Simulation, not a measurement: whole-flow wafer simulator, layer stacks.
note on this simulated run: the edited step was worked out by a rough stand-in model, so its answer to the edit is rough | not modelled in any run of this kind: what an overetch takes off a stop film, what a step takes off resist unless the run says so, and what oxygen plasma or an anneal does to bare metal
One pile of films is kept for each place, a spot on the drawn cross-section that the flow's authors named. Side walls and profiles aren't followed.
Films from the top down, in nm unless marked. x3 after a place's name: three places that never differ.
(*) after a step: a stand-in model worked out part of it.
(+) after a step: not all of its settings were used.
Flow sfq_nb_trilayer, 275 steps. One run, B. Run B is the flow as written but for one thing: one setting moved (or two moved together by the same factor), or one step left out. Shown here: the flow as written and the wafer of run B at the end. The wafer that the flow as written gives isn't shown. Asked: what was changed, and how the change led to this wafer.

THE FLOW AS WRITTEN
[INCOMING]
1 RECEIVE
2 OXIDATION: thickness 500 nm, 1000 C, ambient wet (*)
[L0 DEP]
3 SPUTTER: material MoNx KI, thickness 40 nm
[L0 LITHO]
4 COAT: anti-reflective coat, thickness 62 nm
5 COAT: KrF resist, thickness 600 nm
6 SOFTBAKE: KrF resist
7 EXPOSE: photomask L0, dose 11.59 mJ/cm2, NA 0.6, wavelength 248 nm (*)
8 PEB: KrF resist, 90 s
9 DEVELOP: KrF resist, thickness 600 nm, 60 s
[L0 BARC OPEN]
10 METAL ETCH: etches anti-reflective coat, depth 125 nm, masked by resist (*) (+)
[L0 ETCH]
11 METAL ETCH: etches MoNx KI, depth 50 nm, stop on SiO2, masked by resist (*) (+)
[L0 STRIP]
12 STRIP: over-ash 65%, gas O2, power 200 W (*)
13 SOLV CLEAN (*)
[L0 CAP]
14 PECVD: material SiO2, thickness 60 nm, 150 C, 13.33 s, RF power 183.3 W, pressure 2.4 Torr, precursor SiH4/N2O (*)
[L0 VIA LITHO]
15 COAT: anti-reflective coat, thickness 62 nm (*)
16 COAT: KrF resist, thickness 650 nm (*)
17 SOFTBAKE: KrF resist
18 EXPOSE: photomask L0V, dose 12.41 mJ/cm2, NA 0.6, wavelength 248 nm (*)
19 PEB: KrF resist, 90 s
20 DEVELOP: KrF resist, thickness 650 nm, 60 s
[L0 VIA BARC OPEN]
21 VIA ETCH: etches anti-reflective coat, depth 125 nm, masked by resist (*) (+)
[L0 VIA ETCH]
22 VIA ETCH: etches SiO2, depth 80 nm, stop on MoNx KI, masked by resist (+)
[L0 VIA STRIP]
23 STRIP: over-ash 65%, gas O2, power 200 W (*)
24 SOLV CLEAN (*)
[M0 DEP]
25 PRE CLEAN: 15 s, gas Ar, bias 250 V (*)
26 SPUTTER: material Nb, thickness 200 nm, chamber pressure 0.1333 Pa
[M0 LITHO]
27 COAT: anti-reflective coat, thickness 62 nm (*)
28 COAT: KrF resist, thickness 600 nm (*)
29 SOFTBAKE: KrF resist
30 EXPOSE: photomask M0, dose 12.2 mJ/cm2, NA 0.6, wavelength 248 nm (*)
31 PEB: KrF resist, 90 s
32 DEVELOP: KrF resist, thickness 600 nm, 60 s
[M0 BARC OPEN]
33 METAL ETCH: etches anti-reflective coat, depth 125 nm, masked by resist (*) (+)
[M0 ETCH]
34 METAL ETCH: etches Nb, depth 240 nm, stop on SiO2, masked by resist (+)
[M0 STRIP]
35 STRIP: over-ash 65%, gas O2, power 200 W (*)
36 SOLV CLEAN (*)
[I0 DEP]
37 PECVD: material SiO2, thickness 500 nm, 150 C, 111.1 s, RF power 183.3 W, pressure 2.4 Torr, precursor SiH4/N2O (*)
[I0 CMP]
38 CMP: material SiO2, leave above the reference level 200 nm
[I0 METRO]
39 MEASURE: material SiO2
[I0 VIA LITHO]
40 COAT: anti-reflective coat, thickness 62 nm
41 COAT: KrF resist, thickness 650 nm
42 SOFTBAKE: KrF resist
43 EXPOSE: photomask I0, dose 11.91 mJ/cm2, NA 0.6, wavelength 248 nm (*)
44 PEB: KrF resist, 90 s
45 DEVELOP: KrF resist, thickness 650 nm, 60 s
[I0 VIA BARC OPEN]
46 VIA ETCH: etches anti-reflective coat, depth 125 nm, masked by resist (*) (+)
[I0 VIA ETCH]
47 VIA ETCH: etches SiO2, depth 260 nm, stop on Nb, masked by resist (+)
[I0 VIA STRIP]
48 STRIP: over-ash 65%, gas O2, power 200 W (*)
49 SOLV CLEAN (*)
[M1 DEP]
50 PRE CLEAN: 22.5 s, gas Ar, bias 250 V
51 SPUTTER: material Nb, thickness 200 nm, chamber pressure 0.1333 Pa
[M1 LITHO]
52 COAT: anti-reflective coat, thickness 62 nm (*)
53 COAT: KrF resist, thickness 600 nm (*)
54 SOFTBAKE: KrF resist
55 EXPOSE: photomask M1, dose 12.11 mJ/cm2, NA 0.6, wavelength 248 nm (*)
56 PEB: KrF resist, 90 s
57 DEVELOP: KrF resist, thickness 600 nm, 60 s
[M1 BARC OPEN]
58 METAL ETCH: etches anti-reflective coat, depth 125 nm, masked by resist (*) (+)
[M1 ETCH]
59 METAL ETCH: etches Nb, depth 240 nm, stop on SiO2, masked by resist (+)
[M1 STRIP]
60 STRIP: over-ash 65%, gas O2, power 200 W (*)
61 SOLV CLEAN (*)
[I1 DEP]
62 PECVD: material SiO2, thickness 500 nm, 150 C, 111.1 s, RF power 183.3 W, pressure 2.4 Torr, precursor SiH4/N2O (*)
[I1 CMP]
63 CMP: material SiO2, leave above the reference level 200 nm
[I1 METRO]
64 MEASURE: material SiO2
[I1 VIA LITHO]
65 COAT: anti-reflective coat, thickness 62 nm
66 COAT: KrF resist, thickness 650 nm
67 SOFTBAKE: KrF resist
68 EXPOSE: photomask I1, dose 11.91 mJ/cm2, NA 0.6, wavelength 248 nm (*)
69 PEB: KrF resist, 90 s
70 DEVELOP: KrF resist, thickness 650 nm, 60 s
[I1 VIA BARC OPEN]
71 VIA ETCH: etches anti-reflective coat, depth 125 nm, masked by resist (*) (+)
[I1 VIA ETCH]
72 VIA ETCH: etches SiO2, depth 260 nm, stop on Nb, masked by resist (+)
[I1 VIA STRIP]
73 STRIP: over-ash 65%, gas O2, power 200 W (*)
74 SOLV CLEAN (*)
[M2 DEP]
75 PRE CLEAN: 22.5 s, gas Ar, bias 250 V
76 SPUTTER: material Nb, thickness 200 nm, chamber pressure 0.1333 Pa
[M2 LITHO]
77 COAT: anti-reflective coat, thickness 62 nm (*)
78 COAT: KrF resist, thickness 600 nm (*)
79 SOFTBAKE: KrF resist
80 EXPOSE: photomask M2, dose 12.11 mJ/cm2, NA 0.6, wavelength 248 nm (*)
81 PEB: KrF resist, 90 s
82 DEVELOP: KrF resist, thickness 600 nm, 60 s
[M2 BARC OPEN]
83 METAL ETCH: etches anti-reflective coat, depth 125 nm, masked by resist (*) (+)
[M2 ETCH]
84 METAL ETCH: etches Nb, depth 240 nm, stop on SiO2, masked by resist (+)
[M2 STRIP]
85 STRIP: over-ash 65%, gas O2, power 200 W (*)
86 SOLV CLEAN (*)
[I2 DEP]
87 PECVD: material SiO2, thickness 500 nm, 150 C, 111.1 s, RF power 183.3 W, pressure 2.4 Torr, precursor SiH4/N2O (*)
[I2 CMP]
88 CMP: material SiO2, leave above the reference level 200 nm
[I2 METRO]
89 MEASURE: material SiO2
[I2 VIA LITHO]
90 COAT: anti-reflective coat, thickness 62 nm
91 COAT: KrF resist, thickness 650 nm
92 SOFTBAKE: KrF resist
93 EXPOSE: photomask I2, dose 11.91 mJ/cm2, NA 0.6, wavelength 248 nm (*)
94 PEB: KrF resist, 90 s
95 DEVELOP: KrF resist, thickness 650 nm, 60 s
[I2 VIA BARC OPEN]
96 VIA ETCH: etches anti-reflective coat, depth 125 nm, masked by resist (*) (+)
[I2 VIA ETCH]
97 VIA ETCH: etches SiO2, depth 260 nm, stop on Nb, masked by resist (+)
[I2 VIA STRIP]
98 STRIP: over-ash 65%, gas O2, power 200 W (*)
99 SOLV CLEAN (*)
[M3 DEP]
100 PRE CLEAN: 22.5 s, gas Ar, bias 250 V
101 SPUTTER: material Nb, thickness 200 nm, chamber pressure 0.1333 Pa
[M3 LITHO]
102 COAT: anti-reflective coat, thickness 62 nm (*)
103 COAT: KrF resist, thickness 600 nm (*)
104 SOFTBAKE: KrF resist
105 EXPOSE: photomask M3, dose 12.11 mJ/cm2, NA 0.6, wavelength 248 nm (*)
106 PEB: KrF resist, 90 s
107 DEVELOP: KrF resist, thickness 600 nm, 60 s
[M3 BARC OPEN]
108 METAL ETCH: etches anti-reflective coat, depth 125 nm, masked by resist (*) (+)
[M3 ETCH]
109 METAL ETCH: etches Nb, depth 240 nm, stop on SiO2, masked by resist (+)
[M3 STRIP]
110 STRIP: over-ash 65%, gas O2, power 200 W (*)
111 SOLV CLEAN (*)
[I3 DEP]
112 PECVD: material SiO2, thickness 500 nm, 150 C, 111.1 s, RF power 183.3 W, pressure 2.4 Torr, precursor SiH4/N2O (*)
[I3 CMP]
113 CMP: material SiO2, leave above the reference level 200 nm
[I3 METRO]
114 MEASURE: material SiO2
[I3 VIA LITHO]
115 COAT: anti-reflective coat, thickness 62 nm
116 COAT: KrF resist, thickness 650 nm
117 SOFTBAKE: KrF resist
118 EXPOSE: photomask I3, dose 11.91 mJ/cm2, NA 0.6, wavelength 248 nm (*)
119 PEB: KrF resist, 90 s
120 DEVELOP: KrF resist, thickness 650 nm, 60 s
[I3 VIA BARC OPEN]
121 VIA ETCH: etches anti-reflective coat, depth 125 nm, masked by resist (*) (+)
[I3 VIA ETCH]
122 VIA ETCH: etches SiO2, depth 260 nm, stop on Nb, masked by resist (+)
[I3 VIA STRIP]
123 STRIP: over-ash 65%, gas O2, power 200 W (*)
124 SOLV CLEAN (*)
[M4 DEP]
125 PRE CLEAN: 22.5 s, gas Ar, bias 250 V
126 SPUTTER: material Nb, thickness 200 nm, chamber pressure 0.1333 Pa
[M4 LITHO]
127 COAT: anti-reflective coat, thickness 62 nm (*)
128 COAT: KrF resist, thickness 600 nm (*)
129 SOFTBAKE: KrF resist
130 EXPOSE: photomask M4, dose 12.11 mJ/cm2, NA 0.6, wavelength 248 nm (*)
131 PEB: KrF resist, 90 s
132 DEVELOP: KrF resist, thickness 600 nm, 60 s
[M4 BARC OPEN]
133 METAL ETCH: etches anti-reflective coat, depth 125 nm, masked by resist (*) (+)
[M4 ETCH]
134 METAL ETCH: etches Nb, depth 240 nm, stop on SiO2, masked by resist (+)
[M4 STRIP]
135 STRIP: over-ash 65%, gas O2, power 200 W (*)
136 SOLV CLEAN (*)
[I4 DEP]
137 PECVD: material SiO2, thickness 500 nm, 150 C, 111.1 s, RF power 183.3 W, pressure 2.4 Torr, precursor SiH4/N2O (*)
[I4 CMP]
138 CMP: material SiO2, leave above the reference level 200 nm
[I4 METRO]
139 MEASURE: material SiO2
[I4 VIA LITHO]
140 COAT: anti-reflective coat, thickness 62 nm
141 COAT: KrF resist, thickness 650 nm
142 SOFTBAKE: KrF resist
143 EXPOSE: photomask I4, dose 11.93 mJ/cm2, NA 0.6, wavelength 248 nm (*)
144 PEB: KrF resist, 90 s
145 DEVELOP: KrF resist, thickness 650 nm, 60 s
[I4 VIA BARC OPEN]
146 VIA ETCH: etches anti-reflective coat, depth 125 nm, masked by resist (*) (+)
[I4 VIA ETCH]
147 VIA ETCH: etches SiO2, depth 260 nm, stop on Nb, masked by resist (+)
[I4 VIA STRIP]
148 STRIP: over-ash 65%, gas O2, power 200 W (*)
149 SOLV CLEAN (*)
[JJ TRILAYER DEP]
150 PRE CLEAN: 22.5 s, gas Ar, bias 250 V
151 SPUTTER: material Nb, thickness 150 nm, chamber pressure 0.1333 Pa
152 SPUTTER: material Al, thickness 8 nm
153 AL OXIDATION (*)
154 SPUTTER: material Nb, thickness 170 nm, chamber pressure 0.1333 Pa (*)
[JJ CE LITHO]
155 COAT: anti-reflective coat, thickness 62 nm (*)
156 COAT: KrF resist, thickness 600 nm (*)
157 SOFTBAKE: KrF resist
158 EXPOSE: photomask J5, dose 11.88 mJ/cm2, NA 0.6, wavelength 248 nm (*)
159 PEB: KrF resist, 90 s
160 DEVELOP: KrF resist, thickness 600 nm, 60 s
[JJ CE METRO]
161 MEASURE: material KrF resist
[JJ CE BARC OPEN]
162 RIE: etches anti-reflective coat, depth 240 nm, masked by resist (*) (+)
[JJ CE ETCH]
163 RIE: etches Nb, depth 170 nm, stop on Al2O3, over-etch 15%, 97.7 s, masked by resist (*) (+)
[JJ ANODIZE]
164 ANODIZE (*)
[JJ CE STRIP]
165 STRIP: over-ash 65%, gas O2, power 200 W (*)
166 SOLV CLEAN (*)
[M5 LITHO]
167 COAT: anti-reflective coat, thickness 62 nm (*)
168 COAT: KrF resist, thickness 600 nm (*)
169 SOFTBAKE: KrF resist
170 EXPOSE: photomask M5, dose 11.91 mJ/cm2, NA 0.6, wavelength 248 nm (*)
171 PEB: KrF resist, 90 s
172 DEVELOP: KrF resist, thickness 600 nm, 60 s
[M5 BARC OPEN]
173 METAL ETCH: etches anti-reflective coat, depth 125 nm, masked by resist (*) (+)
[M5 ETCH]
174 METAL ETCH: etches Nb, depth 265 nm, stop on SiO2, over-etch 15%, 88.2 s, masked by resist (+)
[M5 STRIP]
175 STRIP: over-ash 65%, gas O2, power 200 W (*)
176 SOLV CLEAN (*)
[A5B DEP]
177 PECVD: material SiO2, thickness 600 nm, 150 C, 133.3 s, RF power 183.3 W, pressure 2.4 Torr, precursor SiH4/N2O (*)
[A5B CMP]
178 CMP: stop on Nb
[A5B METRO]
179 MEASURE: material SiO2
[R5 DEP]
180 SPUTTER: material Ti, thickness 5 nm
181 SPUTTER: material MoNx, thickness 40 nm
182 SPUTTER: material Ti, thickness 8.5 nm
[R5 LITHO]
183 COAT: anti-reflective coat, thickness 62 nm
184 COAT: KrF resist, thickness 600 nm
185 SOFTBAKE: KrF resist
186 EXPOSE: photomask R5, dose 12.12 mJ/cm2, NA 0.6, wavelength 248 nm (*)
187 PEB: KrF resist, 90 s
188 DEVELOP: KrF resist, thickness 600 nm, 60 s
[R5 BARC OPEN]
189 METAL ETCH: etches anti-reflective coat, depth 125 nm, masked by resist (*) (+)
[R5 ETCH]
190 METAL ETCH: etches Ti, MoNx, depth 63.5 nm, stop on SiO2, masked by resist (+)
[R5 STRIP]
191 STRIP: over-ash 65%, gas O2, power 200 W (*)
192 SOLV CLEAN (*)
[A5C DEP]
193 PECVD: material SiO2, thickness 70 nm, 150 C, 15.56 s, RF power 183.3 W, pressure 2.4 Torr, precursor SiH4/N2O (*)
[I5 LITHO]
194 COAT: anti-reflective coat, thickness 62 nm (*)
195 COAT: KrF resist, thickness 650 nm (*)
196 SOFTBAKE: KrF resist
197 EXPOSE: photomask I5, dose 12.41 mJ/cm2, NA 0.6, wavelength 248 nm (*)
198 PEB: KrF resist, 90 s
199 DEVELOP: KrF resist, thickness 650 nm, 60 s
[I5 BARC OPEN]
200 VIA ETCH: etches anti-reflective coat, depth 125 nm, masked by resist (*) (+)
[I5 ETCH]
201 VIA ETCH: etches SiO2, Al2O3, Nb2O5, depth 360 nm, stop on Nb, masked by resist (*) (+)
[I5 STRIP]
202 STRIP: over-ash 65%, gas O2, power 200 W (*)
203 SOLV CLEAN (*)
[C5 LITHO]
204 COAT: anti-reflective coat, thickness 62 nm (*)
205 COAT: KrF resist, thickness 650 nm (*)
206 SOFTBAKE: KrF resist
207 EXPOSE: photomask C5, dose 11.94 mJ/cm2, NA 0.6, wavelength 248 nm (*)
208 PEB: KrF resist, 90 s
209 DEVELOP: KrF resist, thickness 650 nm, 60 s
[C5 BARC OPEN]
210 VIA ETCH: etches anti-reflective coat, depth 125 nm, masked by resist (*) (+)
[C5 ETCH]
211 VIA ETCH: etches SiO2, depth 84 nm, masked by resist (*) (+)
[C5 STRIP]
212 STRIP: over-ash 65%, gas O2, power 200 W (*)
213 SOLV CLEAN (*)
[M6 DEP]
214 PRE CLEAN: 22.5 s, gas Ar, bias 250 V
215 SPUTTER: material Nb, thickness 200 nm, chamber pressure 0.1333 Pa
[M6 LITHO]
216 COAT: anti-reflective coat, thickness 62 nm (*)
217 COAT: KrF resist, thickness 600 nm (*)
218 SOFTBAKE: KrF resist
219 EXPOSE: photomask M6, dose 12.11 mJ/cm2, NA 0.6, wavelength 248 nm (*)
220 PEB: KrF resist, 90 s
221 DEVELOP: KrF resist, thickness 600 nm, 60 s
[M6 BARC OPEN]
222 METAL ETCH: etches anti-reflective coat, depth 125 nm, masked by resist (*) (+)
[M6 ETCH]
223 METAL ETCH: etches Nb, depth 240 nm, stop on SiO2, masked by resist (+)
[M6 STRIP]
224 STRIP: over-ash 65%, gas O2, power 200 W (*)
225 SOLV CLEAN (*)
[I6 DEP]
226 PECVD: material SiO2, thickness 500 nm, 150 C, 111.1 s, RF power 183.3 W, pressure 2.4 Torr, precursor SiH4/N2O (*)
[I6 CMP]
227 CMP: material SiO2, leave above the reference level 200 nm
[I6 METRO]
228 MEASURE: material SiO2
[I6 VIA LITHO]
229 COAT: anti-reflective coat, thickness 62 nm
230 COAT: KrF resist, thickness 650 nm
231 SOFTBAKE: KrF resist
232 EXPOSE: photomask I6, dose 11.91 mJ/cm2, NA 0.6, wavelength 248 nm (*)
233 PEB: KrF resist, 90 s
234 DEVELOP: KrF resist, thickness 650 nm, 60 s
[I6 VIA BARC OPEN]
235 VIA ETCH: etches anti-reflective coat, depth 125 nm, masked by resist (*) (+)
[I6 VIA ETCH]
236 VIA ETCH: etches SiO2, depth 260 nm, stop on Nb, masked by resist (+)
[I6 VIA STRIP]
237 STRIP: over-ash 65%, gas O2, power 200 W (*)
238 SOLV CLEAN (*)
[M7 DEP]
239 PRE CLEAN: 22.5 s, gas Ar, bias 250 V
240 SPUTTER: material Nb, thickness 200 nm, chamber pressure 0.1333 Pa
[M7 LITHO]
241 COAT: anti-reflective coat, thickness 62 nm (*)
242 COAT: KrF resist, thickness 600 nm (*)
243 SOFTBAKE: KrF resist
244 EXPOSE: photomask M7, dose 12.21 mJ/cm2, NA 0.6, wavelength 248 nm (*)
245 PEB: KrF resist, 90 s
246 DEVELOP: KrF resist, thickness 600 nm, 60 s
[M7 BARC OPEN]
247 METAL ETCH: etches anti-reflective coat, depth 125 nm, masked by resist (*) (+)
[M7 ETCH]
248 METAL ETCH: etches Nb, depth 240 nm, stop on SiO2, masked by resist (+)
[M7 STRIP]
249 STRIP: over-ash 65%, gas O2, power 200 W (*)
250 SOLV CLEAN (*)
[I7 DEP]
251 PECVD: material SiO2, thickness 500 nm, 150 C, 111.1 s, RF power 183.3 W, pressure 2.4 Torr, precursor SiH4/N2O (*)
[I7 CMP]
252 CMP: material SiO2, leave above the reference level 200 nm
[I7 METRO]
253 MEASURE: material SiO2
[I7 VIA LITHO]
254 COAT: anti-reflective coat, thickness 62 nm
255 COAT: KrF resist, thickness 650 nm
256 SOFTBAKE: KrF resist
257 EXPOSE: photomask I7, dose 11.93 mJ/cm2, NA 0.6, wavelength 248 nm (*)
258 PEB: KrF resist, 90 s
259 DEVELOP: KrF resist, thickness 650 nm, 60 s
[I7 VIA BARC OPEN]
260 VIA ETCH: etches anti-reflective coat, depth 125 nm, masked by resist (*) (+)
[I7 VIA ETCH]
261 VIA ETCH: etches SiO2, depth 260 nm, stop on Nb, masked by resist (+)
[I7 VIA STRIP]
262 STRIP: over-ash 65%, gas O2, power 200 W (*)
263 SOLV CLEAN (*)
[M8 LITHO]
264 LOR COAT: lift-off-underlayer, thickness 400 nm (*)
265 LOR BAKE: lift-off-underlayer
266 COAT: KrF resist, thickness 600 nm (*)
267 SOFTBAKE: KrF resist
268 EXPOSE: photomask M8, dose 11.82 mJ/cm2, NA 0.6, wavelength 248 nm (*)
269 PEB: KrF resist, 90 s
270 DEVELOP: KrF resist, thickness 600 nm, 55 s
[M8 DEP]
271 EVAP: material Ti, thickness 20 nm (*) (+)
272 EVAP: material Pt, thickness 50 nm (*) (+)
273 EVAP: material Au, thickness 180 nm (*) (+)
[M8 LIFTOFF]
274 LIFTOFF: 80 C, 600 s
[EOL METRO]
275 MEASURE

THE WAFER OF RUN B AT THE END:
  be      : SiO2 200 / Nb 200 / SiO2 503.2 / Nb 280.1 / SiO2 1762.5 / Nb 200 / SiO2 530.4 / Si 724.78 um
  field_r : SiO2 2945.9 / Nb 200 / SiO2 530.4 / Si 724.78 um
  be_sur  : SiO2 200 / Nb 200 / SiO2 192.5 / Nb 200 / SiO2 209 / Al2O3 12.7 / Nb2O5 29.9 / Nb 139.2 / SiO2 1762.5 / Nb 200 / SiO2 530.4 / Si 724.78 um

The cause: step 14, PECVD: thickness 35.4 nm was run, where the flow has thickness 60 nm; step 14, PECVD: 7.867 s was run, where the flow has 13.33 s.

How the change led to this, step by step:
  14 PECVD: material SiO2, thickness 60 nm, 150 C, 13.33 s, RF power 183.3 W, pressure 2.4 Torr, precursor SiH4/N2O (*)
      v_sur, via_wl, via_w and 97 more: SiO2 +35.4 (as written it would be: SiO2 +60)
      field_l, l0_sur, l0v, l0r_line_l, l0r_line_c, l0r_line_r: SiO2 +35.4 (new film) (as written it would be: SiO2 +60 (new film))
  22 VIA ETCH: etches SiO2, depth 80 nm, stop on MoNx KI, masked by resist (+)
      field_l, v_sur, via_wl and 102 more: KrF resist -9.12 (as written it would be: KrF resist -13.8)
      l0v: SiO2 -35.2 (all of it) (as written it would be: SiO2 -59.8 (all of it))
  26 SPUTTER: material Nb, thickness 200 nm, chamber pressure 0.1333 Pa
      l0v: Nb +200 (new film) (as written it would be: Nb +195.7 (new film))
  27 COAT: anti-reflective coat, thickness 62 nm (*)
      l0_sur: anti-reflective coat +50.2 (new film) (as written it would be: anti-reflective coat +47.5 (new film))
      l0v: anti-reflective coat +70.3 (new film) (as written it would be: anti-reflective coat +78 (new film))
  28 COAT: KrF resist, thickness 600 nm (*)
      l0v: KrF resist +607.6 (new film) (as written it would be: KrF resist +622.9 (new film))
  35 STRIP: over-ash 65%, gas O2, power 200 W (*)
      l0_sur: KrF resist -373.5 (all of it), anti-reflective coat -50.2 (all of it) (as written it would be: KrF resist -372 (all of it), anti-reflective coat -47.5 (all of it))
      l0v: KrF resist -389.9 (all of it), anti-reflective coat -70.3 (all of it) (as written it would be: KrF resist -405.3 (all of it), anti-reflective coat -78 (all of it))
  38 CMP: material SiO2, leave above the reference level 200 nm
      l0v: SiO2 -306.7 (as written it would be: SiO2 -277.8)
